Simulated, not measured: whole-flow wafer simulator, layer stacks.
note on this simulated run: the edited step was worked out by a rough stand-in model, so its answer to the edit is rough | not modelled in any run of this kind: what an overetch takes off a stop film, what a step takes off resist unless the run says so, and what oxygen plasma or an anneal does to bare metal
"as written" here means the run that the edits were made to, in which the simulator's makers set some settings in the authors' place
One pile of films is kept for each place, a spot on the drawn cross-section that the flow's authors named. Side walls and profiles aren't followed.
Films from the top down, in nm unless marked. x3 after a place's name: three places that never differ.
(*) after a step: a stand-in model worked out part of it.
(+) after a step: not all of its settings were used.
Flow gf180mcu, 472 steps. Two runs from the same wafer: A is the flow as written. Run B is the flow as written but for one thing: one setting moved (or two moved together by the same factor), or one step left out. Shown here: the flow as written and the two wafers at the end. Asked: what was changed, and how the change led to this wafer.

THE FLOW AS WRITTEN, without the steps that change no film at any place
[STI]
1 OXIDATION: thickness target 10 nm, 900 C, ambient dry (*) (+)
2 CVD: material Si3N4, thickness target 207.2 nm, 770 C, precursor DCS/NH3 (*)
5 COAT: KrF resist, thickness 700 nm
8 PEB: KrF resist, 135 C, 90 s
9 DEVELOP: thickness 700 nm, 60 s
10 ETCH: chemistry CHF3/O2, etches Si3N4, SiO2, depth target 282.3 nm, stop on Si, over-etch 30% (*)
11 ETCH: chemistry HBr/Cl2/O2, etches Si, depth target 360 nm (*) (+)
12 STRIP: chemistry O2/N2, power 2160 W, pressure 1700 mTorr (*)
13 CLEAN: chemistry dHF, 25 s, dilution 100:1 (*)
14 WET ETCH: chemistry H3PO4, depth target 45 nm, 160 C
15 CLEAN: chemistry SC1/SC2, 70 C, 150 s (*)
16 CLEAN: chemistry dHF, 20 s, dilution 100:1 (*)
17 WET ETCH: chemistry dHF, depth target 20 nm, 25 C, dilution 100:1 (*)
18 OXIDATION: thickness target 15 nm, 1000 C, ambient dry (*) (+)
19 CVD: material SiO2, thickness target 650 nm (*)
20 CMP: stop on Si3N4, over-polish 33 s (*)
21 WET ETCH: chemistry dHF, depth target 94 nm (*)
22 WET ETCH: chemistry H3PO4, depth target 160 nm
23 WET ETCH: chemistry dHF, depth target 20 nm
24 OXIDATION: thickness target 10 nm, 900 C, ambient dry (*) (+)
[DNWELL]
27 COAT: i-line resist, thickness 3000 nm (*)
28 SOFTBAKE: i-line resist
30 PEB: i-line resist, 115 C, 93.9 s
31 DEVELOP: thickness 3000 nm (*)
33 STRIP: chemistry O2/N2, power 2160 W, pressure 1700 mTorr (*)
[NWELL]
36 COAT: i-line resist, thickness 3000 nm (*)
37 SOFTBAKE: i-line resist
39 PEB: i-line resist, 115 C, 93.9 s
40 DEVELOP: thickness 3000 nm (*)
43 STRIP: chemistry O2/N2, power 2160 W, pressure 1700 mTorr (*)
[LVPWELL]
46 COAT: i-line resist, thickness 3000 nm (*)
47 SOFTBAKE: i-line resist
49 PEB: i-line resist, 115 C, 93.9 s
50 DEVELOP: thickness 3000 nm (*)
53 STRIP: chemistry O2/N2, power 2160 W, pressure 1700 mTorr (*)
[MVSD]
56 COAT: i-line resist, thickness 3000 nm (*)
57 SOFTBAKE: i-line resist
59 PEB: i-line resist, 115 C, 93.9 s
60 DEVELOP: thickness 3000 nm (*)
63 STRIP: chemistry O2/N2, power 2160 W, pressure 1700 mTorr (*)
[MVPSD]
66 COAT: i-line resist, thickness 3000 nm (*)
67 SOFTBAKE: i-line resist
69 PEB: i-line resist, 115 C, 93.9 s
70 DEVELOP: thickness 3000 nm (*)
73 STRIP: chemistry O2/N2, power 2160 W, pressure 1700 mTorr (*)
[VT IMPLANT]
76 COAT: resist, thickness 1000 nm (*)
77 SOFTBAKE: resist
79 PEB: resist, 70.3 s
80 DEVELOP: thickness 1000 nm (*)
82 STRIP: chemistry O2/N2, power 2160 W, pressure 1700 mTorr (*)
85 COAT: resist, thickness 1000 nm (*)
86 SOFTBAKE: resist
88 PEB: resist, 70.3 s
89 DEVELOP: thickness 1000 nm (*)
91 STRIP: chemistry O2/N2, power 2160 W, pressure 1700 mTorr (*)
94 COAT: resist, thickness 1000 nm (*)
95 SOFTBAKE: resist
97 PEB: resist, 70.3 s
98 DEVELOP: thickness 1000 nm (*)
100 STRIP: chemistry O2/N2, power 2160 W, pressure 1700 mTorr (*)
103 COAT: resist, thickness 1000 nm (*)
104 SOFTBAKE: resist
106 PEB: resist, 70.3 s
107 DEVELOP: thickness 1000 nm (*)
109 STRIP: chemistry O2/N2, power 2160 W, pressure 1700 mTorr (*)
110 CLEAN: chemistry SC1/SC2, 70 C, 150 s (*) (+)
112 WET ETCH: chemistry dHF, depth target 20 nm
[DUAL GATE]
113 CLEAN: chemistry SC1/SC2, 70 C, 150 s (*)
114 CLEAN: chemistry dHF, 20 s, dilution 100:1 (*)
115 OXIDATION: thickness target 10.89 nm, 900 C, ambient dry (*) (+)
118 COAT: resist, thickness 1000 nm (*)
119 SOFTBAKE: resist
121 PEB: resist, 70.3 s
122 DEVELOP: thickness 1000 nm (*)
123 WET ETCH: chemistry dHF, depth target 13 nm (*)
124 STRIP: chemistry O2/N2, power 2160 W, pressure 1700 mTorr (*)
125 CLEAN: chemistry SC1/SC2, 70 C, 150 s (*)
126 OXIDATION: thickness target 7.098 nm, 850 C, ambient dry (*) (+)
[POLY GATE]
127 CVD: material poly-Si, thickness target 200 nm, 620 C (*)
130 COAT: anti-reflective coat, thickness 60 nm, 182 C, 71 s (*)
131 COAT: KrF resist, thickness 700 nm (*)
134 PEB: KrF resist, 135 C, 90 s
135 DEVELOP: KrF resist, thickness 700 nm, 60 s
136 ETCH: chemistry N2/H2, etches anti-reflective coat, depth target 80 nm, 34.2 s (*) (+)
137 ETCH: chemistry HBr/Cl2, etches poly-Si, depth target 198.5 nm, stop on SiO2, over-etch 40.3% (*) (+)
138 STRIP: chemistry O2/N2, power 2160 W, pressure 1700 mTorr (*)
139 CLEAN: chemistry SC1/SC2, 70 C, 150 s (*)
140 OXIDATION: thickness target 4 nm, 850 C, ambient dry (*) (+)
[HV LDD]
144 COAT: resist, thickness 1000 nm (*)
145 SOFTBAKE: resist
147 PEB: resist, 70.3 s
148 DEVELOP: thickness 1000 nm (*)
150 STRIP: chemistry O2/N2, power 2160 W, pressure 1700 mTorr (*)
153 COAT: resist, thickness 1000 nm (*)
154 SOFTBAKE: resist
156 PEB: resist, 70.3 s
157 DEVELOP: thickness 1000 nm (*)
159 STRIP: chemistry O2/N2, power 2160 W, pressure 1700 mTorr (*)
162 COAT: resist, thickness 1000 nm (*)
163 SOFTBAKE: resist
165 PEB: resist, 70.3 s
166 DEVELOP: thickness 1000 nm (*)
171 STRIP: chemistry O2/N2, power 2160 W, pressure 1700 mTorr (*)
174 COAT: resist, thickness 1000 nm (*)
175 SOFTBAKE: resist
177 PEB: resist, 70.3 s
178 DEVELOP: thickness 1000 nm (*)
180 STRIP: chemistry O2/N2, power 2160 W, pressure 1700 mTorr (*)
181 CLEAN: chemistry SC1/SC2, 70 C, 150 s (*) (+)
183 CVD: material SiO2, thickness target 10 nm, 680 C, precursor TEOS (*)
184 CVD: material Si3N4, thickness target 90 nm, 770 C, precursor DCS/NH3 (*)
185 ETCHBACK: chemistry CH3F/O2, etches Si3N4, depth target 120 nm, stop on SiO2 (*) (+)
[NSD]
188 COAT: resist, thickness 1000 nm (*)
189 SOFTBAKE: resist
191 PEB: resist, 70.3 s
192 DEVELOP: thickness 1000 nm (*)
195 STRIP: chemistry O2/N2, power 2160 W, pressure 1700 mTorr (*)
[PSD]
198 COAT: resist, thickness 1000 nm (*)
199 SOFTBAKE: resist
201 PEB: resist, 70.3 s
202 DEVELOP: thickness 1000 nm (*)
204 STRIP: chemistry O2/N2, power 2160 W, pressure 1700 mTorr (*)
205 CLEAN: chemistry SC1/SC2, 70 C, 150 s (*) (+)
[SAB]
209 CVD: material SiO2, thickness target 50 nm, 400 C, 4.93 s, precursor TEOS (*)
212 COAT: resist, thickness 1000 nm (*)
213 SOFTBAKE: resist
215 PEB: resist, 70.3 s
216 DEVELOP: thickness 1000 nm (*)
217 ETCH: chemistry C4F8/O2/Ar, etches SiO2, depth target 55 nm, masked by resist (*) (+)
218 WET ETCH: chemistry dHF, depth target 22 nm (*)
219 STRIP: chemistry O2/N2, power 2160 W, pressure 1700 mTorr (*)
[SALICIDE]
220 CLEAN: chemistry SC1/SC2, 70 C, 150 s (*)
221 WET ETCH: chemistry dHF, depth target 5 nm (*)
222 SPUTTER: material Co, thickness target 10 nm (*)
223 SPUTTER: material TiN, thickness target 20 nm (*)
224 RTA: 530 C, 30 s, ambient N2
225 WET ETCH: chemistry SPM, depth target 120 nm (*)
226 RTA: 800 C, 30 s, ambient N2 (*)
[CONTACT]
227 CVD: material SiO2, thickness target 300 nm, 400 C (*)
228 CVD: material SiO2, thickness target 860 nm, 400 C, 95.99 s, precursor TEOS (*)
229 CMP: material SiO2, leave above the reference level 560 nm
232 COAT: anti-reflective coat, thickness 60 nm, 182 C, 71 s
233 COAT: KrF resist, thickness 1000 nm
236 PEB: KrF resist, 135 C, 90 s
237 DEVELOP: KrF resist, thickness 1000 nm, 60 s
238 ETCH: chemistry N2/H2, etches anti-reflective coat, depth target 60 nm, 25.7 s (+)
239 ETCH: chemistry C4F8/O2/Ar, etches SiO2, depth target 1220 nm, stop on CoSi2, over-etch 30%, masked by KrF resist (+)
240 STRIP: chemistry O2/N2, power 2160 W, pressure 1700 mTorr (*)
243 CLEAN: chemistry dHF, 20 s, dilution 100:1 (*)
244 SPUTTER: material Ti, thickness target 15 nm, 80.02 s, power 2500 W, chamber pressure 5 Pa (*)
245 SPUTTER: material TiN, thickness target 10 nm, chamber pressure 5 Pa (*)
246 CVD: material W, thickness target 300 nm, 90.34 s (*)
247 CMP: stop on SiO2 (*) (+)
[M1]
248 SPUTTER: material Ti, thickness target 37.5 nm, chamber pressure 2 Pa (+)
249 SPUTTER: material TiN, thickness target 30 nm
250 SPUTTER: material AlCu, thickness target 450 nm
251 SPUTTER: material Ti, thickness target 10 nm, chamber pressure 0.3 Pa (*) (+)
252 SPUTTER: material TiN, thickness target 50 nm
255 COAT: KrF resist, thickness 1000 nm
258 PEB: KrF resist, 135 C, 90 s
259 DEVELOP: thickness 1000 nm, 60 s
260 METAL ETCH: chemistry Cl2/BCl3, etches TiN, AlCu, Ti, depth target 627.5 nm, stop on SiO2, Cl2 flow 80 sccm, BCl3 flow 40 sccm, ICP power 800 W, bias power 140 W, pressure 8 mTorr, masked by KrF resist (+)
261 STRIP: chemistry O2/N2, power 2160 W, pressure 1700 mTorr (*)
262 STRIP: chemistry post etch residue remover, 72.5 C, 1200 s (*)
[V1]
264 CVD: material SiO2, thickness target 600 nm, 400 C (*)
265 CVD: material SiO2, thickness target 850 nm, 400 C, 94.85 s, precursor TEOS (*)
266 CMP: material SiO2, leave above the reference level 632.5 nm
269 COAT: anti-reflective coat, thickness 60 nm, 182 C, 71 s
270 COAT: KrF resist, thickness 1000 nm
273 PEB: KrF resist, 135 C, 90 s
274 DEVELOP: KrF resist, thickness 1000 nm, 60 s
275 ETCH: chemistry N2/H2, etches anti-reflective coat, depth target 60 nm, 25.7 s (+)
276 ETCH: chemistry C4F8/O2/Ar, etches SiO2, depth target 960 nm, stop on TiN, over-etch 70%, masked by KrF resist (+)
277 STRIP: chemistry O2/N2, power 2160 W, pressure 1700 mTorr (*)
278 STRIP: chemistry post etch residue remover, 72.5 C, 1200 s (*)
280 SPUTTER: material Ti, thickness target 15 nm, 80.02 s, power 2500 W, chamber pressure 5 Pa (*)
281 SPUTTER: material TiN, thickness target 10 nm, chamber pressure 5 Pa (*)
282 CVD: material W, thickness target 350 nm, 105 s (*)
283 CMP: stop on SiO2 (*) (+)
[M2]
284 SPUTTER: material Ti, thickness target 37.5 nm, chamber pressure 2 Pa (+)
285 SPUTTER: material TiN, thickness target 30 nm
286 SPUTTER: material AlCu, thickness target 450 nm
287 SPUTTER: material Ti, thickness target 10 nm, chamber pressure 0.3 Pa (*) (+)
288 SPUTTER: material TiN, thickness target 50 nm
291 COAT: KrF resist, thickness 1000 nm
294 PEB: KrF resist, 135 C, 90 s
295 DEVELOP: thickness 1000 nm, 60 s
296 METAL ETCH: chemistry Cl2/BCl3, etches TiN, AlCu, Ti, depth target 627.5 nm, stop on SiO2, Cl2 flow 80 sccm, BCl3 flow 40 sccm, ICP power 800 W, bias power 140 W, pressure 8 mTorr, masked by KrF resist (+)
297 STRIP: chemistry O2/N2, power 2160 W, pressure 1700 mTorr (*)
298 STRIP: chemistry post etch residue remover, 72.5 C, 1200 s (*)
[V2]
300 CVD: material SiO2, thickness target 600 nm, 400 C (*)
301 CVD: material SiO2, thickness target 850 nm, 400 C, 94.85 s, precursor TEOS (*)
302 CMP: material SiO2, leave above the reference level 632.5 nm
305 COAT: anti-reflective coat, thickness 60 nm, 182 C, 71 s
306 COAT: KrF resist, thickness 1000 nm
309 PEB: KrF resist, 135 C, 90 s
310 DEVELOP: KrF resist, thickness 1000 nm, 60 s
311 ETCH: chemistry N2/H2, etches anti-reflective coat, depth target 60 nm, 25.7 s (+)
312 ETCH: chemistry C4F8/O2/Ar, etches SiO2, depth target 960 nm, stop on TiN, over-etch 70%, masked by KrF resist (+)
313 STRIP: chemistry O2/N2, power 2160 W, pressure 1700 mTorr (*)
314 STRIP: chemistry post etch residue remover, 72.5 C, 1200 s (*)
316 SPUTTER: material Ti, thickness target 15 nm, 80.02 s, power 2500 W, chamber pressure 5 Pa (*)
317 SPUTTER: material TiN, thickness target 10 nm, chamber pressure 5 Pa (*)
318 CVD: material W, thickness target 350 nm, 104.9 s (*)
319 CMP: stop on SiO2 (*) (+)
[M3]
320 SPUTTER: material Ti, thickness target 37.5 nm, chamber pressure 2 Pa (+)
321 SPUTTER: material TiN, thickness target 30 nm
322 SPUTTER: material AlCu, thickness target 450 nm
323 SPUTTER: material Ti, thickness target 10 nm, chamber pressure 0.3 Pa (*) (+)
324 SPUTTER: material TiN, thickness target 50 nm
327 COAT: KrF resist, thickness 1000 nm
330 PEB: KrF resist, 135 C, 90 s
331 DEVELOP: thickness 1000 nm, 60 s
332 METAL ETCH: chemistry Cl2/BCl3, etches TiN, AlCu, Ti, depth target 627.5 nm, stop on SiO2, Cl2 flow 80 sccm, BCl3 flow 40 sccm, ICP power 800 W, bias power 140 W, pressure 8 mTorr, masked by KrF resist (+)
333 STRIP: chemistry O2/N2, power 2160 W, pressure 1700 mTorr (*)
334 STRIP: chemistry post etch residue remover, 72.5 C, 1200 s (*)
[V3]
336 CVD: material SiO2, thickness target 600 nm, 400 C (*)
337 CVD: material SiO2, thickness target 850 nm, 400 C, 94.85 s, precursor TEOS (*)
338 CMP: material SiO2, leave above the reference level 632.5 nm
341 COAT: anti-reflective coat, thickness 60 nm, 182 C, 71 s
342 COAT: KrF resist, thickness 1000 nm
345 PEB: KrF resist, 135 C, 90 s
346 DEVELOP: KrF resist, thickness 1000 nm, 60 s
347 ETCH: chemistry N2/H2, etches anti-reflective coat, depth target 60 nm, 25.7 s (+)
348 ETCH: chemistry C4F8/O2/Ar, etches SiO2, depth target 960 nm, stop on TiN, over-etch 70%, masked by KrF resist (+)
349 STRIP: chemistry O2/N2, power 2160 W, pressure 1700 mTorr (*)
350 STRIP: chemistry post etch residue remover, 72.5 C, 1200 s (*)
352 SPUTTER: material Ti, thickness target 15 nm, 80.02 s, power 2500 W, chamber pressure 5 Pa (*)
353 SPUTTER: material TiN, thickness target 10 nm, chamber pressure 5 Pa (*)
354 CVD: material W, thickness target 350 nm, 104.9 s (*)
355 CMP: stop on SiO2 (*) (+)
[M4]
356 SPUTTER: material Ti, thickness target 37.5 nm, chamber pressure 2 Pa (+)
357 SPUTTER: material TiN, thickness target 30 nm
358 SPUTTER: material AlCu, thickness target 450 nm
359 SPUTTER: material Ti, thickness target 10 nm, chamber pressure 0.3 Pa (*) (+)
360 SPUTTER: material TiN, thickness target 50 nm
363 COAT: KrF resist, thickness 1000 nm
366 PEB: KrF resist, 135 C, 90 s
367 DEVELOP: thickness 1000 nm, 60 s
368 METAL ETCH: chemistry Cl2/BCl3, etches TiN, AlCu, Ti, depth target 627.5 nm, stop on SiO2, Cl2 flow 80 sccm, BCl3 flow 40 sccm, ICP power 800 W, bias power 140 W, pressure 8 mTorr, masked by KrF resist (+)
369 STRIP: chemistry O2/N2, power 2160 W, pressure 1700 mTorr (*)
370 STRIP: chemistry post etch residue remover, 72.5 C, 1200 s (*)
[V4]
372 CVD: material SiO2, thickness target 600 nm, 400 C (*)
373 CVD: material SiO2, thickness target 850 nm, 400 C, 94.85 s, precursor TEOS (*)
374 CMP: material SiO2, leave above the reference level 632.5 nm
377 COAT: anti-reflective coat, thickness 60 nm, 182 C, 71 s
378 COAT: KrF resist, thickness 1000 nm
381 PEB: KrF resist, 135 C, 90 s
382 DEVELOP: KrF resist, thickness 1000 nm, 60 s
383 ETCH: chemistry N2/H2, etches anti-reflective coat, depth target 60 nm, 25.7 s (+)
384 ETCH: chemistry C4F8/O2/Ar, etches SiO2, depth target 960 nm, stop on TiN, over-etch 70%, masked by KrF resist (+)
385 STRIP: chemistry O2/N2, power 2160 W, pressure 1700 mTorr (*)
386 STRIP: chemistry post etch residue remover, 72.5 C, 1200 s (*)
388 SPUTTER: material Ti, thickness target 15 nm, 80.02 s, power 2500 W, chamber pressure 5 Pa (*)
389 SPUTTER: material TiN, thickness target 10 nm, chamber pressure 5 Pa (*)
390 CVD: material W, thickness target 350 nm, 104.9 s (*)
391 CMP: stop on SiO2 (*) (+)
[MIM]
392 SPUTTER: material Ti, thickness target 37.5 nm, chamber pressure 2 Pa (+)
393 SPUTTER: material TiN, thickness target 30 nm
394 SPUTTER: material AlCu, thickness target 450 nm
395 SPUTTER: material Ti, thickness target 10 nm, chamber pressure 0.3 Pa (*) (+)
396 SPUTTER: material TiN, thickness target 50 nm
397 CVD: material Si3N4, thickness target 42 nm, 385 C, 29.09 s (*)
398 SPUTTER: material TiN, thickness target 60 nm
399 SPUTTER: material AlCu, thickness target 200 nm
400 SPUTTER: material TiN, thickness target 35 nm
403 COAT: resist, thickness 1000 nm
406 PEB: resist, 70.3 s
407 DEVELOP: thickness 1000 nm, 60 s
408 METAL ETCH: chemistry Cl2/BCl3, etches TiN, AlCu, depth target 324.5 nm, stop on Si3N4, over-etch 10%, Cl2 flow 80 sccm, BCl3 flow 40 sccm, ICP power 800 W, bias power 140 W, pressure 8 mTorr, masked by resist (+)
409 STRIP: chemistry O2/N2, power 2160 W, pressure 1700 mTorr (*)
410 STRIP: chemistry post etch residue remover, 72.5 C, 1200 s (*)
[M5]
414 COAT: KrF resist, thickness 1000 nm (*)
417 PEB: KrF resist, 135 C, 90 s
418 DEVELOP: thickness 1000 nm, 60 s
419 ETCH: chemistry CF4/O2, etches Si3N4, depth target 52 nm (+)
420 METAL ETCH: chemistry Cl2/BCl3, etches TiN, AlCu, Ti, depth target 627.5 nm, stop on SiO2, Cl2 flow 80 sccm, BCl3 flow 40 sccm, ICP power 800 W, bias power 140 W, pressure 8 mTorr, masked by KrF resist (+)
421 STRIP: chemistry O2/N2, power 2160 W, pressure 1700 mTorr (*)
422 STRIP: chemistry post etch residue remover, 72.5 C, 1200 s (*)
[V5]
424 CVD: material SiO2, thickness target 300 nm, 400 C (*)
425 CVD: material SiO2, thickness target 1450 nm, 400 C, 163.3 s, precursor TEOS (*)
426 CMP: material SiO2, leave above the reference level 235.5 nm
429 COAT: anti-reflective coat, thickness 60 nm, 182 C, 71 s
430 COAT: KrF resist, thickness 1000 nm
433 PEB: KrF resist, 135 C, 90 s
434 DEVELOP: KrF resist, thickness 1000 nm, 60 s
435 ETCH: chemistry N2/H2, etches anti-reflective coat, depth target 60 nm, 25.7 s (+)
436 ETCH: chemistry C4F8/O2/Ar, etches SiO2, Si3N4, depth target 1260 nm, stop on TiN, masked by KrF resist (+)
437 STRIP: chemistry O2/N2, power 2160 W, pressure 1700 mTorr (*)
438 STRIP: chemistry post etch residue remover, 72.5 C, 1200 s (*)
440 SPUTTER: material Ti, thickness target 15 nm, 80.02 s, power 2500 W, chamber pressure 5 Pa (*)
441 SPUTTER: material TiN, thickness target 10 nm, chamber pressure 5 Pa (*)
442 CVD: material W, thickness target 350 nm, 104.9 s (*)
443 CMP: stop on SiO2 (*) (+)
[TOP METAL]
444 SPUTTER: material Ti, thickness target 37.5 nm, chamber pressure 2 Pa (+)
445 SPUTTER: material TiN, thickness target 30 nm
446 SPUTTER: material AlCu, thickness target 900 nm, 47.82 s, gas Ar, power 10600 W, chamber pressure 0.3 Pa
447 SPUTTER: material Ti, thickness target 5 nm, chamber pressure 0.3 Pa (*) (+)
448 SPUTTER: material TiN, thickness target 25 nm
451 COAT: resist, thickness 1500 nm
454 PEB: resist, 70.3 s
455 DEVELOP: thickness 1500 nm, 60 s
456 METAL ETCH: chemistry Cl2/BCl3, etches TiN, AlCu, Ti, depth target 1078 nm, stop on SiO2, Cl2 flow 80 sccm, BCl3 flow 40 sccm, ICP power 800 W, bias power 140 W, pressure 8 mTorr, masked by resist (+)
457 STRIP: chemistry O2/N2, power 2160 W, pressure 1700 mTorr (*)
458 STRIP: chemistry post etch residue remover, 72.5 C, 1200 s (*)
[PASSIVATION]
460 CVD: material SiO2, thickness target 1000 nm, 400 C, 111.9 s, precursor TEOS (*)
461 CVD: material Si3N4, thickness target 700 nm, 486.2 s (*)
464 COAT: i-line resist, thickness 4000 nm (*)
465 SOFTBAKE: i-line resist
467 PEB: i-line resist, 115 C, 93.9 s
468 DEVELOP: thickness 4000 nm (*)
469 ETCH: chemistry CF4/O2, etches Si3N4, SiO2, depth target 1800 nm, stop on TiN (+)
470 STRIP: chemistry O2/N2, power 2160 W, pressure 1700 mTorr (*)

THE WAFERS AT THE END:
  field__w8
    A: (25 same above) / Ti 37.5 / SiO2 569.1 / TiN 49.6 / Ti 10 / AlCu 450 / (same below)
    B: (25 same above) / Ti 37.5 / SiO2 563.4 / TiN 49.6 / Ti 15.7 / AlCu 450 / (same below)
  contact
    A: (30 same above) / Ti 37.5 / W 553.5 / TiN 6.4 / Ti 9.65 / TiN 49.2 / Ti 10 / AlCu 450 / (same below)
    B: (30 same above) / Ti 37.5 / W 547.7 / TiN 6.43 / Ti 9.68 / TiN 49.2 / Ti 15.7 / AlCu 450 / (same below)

The cause: step 287, SPUTTER: thickness target 15.7 nm was run, where the flow has thickness target 10 nm.
It can be read off the wafer: field__w8 has Ti 15.7, and step 287 as written asks for 10 nm.

How the change led to this, step by step:
  287 SPUTTER: material Ti, thickness target 10 nm, chamber pressure 0.3 Pa (*) (+)
      field, field__w1, field__w2 and 108 more: A Ti +10 (new film) | B Ti +15.7 (new film)
  296 METAL ETCH: chemistry Cl2/BCl3, etches TiN, AlCu, Ti, depth target 627.5 nm, stop on SiO2, Cl2 flow 80 sccm, BCl3 flow 40 sccm, ICP power 800 W, bias power 140 W, pressure 8 mTorr, masked by KrF resist (+)
      field, field__w1, field__w2 and 103 more: A TiN -50 (all of it), Ti -10 (all of it), AlCu -450 (all of it), TiN -30 (all of it), Ti -37.5 (all of it) | B TiN -50 (all of it), Ti -15.7 (all of it), AlCu -450 (all of it), TiN -30 (all of it), Ti -37.5 (all of it)
